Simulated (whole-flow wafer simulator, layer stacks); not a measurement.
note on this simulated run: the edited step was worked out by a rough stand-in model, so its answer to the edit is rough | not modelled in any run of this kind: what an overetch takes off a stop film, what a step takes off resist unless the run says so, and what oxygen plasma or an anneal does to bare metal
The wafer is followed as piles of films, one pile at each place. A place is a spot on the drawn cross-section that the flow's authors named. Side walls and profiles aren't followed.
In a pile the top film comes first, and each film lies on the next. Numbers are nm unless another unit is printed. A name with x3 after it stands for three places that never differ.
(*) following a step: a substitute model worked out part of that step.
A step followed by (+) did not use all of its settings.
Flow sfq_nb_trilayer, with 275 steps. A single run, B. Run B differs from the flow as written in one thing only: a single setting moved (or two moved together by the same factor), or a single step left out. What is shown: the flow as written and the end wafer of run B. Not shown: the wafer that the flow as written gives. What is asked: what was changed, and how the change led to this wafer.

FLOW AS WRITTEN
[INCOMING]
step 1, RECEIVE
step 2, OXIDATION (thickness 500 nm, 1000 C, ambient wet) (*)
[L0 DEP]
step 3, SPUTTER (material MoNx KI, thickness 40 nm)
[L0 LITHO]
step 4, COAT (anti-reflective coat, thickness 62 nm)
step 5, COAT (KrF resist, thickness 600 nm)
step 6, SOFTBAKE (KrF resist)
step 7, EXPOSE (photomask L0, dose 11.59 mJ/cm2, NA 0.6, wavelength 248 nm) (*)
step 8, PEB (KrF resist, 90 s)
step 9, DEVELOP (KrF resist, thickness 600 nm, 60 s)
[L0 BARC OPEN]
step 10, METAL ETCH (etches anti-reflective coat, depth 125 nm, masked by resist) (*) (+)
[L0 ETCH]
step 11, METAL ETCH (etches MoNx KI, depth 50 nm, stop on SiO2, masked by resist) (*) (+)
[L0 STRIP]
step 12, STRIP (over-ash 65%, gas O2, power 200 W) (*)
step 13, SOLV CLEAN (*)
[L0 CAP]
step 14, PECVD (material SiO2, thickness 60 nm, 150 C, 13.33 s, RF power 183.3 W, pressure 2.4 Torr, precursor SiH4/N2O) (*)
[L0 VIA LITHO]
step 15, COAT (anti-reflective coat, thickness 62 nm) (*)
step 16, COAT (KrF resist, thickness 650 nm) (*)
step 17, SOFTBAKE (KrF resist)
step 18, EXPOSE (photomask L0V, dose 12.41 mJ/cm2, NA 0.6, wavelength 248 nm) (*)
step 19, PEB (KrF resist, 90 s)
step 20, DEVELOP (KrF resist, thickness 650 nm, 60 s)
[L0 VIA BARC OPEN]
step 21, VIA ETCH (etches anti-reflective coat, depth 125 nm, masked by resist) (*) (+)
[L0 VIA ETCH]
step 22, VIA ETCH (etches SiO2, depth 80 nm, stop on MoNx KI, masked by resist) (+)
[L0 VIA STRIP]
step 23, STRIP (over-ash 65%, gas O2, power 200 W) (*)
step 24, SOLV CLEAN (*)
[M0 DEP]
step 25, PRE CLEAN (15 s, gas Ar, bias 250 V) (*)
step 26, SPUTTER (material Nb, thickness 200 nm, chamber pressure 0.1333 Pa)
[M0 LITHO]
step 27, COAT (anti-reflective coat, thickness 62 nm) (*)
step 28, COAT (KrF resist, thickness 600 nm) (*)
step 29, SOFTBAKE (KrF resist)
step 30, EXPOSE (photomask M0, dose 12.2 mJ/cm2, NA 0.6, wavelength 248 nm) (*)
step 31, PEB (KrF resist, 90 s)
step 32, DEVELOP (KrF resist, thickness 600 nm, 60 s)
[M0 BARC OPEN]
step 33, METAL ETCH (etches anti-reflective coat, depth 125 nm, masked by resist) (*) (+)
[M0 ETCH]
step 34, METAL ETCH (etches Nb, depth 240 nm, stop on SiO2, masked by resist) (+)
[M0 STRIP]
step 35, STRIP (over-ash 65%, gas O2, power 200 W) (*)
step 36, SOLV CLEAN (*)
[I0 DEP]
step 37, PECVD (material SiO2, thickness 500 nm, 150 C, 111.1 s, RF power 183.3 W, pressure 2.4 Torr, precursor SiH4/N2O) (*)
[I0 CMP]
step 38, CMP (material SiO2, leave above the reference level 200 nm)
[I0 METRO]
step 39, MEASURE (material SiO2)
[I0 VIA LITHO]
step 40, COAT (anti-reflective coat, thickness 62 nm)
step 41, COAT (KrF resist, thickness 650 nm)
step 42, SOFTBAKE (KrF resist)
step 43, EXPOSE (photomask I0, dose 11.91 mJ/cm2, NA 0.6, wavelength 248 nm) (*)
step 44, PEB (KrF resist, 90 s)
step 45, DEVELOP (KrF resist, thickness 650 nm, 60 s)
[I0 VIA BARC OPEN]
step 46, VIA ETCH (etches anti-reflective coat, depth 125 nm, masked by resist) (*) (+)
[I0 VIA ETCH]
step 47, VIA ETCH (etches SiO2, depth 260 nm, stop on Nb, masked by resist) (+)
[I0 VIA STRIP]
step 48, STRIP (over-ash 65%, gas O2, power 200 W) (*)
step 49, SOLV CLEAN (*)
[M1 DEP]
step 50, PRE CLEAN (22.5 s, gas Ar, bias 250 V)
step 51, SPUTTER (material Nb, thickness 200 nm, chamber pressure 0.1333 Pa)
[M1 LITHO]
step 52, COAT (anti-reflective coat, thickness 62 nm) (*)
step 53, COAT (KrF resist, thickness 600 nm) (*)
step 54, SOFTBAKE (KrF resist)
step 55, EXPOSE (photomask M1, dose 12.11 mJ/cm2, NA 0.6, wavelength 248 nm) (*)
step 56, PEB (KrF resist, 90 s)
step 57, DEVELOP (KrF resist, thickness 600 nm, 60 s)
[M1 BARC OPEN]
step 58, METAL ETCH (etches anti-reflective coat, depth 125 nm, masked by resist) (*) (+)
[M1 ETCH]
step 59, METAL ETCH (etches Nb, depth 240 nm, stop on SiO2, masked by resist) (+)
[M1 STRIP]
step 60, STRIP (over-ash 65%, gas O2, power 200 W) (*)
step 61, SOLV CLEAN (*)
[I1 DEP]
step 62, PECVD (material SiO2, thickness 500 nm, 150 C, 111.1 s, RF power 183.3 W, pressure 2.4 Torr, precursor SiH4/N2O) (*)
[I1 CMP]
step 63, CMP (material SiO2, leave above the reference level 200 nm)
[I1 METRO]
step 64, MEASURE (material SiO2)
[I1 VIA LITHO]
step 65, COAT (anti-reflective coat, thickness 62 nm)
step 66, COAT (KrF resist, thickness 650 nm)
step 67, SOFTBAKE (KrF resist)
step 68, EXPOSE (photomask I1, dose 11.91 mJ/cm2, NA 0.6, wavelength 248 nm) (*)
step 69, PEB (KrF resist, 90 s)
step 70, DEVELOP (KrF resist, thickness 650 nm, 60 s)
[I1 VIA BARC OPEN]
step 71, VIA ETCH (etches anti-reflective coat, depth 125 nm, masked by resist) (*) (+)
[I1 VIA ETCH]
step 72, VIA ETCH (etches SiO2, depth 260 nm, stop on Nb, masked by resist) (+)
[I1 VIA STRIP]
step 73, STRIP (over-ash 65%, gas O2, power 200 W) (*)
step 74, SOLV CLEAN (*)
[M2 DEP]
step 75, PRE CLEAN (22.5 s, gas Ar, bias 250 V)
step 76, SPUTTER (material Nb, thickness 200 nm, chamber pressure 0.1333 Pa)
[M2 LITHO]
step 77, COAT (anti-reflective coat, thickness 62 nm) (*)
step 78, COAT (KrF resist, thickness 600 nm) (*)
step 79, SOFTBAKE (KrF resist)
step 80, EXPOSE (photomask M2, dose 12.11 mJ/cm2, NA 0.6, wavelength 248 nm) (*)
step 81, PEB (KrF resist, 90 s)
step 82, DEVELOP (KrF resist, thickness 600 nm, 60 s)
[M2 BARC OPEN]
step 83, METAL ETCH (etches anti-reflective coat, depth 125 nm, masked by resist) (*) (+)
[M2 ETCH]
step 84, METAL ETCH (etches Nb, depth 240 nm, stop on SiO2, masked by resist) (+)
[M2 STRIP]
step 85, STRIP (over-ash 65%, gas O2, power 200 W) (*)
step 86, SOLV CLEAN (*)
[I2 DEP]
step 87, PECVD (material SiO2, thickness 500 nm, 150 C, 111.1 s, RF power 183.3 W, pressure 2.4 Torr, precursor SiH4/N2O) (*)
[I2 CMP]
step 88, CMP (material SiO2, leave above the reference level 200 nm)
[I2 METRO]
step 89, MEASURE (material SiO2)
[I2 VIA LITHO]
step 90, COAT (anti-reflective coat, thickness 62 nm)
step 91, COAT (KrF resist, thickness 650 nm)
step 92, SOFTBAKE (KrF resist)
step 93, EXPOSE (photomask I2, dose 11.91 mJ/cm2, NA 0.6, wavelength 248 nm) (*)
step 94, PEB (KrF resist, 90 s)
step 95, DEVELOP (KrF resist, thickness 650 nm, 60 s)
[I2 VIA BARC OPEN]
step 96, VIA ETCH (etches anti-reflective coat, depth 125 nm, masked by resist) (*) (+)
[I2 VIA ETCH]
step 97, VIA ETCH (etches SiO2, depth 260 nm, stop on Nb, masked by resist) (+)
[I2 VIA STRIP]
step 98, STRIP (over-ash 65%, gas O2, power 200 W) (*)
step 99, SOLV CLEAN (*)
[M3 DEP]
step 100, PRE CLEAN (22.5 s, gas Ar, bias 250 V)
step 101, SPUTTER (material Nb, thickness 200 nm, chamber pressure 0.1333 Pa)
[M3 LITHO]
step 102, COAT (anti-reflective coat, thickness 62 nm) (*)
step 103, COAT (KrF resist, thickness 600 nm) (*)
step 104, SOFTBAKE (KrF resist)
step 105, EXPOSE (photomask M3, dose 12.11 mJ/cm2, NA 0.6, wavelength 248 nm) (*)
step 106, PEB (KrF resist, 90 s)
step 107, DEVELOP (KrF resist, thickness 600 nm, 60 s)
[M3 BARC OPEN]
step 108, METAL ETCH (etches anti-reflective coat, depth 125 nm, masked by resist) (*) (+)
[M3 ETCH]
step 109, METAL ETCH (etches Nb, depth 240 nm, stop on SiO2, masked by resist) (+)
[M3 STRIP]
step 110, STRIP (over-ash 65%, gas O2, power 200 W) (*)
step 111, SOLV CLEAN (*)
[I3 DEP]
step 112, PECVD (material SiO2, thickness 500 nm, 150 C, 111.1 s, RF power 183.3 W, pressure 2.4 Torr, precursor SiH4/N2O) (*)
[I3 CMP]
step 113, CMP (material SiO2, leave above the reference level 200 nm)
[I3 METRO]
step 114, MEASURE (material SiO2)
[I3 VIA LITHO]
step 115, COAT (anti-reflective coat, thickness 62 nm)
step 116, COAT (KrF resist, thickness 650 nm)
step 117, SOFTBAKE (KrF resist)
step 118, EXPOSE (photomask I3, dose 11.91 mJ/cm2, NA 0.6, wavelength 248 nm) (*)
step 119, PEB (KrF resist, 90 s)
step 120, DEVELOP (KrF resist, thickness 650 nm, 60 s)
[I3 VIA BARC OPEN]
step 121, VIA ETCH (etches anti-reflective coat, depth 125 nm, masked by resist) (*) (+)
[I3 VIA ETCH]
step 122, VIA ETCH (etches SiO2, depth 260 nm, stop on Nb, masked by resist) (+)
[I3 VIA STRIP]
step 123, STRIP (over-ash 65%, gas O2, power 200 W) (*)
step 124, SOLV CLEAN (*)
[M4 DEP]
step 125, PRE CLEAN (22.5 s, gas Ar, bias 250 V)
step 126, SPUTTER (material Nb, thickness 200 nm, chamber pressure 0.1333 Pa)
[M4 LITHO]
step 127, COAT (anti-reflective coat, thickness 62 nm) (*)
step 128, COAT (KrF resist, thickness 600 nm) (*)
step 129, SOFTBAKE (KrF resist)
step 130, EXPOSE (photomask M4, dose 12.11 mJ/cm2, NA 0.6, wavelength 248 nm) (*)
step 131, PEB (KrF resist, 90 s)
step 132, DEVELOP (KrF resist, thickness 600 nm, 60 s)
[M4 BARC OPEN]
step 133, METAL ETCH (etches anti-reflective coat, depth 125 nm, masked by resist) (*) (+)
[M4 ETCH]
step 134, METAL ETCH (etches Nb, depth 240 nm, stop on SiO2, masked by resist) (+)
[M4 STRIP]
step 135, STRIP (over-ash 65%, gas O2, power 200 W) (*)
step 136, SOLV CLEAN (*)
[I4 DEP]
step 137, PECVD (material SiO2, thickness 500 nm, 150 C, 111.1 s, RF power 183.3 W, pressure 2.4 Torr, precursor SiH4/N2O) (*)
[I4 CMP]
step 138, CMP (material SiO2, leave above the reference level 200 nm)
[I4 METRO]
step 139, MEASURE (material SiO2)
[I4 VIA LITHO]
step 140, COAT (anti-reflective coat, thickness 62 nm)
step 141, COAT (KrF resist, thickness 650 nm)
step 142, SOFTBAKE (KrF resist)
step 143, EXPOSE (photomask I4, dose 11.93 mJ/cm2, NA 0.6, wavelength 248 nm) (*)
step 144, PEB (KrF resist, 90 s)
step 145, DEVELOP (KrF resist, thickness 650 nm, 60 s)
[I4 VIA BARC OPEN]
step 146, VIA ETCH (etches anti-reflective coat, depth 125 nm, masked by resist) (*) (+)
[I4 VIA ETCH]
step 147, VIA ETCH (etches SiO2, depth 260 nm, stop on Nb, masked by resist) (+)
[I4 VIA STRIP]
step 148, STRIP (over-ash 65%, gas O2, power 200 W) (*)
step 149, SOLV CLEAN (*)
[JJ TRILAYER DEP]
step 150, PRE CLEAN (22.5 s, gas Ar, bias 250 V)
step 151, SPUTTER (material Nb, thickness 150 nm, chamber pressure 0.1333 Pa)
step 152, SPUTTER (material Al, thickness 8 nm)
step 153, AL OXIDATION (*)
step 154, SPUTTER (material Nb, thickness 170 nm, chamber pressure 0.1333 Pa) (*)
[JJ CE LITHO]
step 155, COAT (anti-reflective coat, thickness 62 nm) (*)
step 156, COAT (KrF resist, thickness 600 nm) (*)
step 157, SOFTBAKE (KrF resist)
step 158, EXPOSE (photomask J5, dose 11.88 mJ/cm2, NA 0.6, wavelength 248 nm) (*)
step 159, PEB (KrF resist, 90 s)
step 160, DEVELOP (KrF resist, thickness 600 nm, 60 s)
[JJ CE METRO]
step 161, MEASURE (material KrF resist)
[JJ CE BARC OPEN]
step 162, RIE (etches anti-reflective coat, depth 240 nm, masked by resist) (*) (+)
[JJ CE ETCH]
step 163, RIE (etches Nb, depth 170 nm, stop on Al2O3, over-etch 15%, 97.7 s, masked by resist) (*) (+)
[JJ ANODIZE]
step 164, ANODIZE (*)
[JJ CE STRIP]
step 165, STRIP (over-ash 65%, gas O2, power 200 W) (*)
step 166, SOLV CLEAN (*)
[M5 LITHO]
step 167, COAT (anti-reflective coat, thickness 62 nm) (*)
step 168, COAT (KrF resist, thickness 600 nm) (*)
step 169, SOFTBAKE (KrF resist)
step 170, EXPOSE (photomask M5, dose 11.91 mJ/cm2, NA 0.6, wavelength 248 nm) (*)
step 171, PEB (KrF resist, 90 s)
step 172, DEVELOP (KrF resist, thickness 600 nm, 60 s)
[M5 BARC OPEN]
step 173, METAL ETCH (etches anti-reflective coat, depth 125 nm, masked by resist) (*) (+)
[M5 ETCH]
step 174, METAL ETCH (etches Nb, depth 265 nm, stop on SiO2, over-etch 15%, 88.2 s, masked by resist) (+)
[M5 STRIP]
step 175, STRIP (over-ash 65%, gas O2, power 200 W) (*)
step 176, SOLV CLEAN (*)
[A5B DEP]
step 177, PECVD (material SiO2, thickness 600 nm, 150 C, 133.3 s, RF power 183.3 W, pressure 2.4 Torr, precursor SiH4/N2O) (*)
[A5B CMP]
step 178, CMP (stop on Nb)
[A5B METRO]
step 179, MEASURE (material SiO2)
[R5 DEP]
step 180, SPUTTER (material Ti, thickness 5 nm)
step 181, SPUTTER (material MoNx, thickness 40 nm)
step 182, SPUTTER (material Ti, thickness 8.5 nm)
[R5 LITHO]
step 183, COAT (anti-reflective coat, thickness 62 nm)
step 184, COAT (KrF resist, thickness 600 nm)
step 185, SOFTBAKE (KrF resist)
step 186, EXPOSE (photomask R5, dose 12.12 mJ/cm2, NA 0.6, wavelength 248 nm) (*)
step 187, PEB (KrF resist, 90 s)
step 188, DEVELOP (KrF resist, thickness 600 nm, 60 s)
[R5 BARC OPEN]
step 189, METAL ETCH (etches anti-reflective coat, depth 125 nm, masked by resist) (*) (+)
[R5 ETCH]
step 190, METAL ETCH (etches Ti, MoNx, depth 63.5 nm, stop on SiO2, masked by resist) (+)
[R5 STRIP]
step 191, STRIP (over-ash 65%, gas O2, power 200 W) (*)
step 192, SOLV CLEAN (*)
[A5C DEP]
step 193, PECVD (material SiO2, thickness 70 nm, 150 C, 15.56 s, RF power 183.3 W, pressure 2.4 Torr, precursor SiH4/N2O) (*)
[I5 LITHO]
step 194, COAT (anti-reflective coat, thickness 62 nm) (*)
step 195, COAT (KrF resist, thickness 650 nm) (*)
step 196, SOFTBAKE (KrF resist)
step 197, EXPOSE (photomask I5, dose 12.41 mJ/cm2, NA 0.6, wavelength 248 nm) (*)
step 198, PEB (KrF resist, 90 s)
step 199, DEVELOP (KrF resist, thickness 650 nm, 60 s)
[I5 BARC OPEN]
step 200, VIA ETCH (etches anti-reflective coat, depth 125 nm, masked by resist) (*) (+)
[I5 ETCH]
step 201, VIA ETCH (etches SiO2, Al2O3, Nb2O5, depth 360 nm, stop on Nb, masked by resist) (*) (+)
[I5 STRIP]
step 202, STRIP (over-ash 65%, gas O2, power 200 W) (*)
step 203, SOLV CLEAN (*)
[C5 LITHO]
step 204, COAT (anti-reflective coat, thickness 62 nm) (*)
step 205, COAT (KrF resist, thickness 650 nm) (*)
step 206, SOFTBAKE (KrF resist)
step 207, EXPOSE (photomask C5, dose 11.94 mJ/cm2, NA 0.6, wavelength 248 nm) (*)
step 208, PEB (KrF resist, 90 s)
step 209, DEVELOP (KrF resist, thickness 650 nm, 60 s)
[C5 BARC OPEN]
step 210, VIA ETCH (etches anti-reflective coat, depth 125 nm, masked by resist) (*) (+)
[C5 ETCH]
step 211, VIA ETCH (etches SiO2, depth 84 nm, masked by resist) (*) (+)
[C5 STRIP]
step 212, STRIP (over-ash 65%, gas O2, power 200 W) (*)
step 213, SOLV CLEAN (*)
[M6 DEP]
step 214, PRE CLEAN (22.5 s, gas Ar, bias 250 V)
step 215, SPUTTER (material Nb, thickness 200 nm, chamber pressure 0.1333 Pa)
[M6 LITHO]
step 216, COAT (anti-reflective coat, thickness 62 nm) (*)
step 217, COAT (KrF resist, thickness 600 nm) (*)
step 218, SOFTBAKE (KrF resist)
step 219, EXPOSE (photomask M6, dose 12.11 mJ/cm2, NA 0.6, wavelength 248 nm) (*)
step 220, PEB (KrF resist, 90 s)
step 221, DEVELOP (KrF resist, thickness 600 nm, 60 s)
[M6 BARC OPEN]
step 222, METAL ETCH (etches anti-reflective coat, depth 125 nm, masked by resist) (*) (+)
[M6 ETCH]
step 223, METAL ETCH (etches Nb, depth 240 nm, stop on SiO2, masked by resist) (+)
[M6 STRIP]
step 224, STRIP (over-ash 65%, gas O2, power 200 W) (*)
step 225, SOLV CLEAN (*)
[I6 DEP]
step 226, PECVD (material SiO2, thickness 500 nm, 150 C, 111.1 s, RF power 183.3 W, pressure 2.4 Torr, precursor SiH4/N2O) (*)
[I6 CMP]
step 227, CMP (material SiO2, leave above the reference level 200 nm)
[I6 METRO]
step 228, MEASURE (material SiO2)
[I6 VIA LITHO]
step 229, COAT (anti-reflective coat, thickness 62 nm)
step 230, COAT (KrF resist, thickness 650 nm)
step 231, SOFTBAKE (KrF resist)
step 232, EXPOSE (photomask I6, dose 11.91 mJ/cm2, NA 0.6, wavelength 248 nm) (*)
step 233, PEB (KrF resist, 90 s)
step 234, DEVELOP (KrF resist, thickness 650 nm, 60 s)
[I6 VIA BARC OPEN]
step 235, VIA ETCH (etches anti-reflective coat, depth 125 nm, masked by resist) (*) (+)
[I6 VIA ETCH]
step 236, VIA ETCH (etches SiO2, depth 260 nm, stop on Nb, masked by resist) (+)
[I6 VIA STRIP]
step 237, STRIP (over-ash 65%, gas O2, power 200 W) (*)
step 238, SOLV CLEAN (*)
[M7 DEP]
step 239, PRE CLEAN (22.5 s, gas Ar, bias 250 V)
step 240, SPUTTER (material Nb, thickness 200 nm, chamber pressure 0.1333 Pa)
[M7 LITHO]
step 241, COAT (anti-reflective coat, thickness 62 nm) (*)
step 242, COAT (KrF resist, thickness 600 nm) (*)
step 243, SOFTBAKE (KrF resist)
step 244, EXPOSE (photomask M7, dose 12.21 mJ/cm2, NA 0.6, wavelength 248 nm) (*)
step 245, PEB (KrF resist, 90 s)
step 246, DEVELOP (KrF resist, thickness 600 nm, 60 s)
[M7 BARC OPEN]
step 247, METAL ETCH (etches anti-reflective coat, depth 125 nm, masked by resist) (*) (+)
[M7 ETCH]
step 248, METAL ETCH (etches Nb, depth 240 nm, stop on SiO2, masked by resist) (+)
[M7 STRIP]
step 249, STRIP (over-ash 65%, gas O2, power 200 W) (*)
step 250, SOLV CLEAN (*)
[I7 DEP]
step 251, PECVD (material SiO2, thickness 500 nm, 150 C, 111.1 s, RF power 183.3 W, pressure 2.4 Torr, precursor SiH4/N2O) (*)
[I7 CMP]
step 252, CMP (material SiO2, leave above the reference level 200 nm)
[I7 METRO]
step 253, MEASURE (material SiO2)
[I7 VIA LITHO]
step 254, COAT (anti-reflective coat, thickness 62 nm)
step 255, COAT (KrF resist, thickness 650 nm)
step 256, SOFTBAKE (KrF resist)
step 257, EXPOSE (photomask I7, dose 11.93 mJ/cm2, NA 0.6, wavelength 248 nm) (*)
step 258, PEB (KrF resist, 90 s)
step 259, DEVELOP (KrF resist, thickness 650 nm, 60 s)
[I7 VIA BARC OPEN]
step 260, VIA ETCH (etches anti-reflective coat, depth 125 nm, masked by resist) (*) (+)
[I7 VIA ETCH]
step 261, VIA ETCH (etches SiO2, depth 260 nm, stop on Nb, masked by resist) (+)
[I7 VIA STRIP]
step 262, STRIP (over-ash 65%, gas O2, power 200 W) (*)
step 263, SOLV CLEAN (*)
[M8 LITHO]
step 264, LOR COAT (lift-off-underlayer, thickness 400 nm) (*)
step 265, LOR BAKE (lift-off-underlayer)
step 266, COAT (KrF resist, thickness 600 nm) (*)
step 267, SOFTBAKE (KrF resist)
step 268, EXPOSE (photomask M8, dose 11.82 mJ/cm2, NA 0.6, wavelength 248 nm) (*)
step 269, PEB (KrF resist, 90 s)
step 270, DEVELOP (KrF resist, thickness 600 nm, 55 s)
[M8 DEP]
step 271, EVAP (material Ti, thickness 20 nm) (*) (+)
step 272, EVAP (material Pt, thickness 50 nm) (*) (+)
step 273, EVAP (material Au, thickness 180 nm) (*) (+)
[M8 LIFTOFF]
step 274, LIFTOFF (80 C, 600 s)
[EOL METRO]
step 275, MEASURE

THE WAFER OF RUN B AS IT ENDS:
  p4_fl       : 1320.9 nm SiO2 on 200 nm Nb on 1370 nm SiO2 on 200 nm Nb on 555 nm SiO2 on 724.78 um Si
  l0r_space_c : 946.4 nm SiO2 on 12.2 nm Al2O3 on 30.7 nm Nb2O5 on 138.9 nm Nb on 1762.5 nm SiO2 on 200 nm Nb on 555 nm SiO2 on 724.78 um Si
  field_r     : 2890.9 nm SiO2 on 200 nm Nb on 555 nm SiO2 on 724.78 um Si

The reason: step 154, SPUTTER: thickness 115 nm was run, whereas the flow has thickness 170 nm.

How this came from the change, step by step:
  step 154, SPUTTER (material Nb, thickness 170 nm, chamber pressure 0.1333 Pa) (*)
      field_l, v_sur, via_sp and 100 more: +115 Nb (new film) (in the flow as written it would be: +170 Nb (new film))
      via_wl, via_wr: +95 Nb (new film) (in the flow as written it would be: +140.7 Nb (new film))
      (also at 1 further place)
  step 155, COAT (anti-reflective coat, thickness 62 nm) (*)
      via_wl, via_wr: +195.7 anti-reflective coat (new film) (in the flow as written it would be: +209.4 anti-reflective coat (new film))
      via_w: +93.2 anti-reflective coat (new film) (in the flow as written it would be: +97.4 anti-reflective coat (new film))
  step 162, RIE (etches anti-reflective coat, depth 240 nm, masked by resist) (*) (+)
      ce_l, c5j, ce_r, wl_jj: -195.7 KrF resist (in the flow as written it would be: -209.4 KrF resist)
      via_wl, via_wr: -195.7 anti-reflective coat (all of it) (in the flow as written it would be: -209.4 anti-reflective coat (all of it))
      (also at 1 further place)
  step 163, RIE (etches Nb, depth 170 nm, stop on Al2O3, over-etch 15%, 97.7 s, masked by resist) (*) (+)
      field_l, v_sur, via_sp and 96 more: -115 Nb (all of it), -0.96 Al2O3 (all of it) (in the flow as written it would be: -170 Nb (all of it), -0.51 Al2O3)
      via_wl, via_wr: -95 Nb (all of it), -0.96 Al2O3 (all of it) (in the flow as written it would be: -140.7 Nb (all of it), -0.96 Al2O3 (all of it))
      (also at 1 further place)
  step 164, ANODIZE (*)
      field_l, v_sur, via_sp and 96 more: +12.2 Al2O3 (new film), +30.7 Nb2O5 (new film), -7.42 Al (all of it), -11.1 Nb (in the flow as written it would be: +12.2 Al2O3, +29.9 Nb2O5 (new film), -7.42 Al (all of it), -10.8 Nb)
  step 165, STRIP (over-ash 65%, gas O2, power 200 W) (*)
      ce_l: -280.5 KrF resist (all of it), -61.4 anti-reflective coat (all of it) (in the flow as written it would be: -266.8 KrF resist (all of it), -61.4 anti-reflective coat (all of it))
      c5j: -280.6 KrF resist (all of it), -61.5 anti-reflective coat (all of it) (in the flow as written it would be: -266.9 KrF resist (all of it), -61.5 anti-reflective coat (all of it))
      (also at 2 further places)
  step 167, COAT (anti-reflective coat, thickness 62 nm) (*)
      wl_j_sl, wl_j_sr: +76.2 anti-reflective coat (new film) (in the flow as written it would be: +83.3 anti-reflective coat (new film))
      gap: +60.6 anti-reflective coat (new film) (in the flow as written it would be: +58.9 anti-reflective coat (new film))
      (also at 8 further places)
  step 168, COAT (KrF resist, thickness 600 nm) (*)
      ce_l: +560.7 KrF resist (new film) (in the flow as written it would be: +528.3 KrF resist (new film))
      c5j: +542.7 KrF resist (new film) (in the flow as written it would be: +507.6 KrF resist (new film))
      (also at 2 further places)
  step 173, METAL ETCH (etches anti-reflective coat, depth 125 nm, masked by resist) (*) (+)
      wl_a_sl: -61.3 anti-reflective coat (all of it) (in the flow as written it would be: -59.7 anti-reflective coat (all of it), -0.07 Al2O3)
  step 174, METAL ETCH (etches Nb, depth 265 nm, stop on SiO2, over-etch 15%, 88.2 s, masked by resist) (+)
      field_l, r_sur, res and 50 more: -12.2 Al2O3 (all of it), -30.7 Nb2O5 (all of it), -138.9 Nb (all of it), -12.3 SiO2 (in the flow as written it would be: -12.6 Al2O3 (all of it), -29.9 Nb2O5 (all of it), -139.2 Nb (all of it), -12.3 SiO2)
  step 175, STRIP (over-ash 65%, gas O2, power 200 W) (*)
      wl_j_sl, wl_j_sr: -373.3 KrF resist (all of it), -76.2 anti-reflective coat (all of it) (in the flow as written it would be: -378 KrF resist (all of it), -83.3 anti-reflective coat (all of it))
      gap: -377 KrF resist (all of it), -60.6 anti-reflective coat (all of it) (in the flow as written it would be: -383.4 KrF resist (all of it), -58.9 anti-reflective coat (all of it))
      (also at 7 further places)
  step 178, CMP (stop on Nb)
      v_sur, via_sp, via_v and 43 more: -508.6 SiO2 (in the flow as written it would be: -453.5 SiO2)
      field_l, p4_fl, p4_fm and 39 more: -314.3 SiO2 (in the flow as written it would be: -259.3 SiO2)
      (also at 14 further places)
  step 201, VIA ETCH (etches SiO2, Al2O3, Nb2O5, depth 360 nm, stop on Nb, masked by resist) (*) (+)
      be: -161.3 SiO2 (all of it), -12.2 Al2O3 (all of it), -30.7 Nb2O5 (all of it) (in the flow as written it would be: -216.4 SiO2 (all of it), -12.7 Al2O3 (all of it), -29.9 Nb2O5 (all of it))
  step 204, COAT (anti-reflective coat, thickness 62 nm) (*)
      wire: +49 anti-reflective coat (new film) (in the flow as written it would be: +47.4 anti-reflective coat (new film))
      be: +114 anti-reflective coat (new film) (in the flow as written it would be: +122.2 anti-reflective coat (new film))
      (also at 1 further place)
  step 205, COAT (KrF resist, thickness 650 nm) (*)
      be: +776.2 KrF resist (new film) (in the flow as written it would be: +815.3 KrF resist (new film))
  step 212, STRIP (over-ash 65%, gas O2, power 200 W) (*)
      wire: -558.9 KrF resist (all of it), -49 anti-reflective coat (all of it) (in the flow as written it would be: -555.8 KrF resist (all of it), -47.4 anti-reflective coat (all of it))
      be: -689.1 KrF resist (all of it), -114 anti-reflective coat (all of it) (in the flow as written it would be: -728.2 KrF resist (all of it), -122.2 anti-reflective coat (all of it))
      (also at 1 further place)
  ... 4 further steps ...
  step 226, PECVD (material SiO2, thickness 500 nm, 150 C, 111.1 s, RF power 183.3 W, pressure 2.4 Torr, precursor SiH4/N2O) (*)
      be: +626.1 SiO2 (new film) (in the flow as written it would be: +693.5 SiO2 (new film))
